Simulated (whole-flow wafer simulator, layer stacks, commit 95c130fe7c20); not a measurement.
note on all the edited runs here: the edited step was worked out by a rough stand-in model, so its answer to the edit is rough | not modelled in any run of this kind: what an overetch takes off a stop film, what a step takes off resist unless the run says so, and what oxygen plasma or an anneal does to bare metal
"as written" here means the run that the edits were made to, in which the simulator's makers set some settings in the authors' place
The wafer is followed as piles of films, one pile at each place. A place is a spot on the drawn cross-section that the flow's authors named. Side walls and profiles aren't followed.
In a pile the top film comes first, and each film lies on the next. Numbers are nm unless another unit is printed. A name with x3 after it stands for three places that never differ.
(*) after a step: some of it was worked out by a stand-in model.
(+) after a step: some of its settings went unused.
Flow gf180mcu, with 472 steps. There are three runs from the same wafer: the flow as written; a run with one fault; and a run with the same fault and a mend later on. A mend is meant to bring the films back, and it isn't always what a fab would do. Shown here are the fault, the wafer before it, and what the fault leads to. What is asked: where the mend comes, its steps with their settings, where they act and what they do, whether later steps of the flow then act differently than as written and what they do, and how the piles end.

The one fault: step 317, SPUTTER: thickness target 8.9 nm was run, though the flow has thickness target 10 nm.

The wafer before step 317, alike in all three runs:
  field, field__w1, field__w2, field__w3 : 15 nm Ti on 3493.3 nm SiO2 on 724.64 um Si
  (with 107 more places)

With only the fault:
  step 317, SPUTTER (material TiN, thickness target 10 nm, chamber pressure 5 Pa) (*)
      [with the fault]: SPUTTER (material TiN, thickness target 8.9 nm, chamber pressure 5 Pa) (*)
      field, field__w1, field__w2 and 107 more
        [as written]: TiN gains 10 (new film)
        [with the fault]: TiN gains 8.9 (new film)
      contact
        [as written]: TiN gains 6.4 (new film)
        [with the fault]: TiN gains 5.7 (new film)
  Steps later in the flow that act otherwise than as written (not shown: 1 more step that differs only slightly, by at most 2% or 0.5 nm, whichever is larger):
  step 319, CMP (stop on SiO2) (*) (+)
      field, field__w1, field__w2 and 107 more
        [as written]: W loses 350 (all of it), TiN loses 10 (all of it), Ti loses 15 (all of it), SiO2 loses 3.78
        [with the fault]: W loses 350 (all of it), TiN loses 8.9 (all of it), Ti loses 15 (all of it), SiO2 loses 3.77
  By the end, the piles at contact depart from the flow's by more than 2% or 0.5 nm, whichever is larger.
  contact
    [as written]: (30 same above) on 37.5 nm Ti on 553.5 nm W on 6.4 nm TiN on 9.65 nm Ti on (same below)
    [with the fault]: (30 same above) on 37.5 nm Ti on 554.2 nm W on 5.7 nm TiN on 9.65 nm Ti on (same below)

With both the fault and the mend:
  After step 317 comes the mend.
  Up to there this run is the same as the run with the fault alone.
  step 317a, SPUTTER (material TiN, thickness target 1.1 nm, chamber pressure 5 Pa) (*) (the flow's step 317 again, with other settings)
      field, field__w1, field__w2 and 107 more
        TiN gains 1.1
      contact
        TiN gains 0.7
  None of the later steps of the flow acts differently than as written at any place that is followed.
  By the end, the piles equal the flow's at every place that both follow.
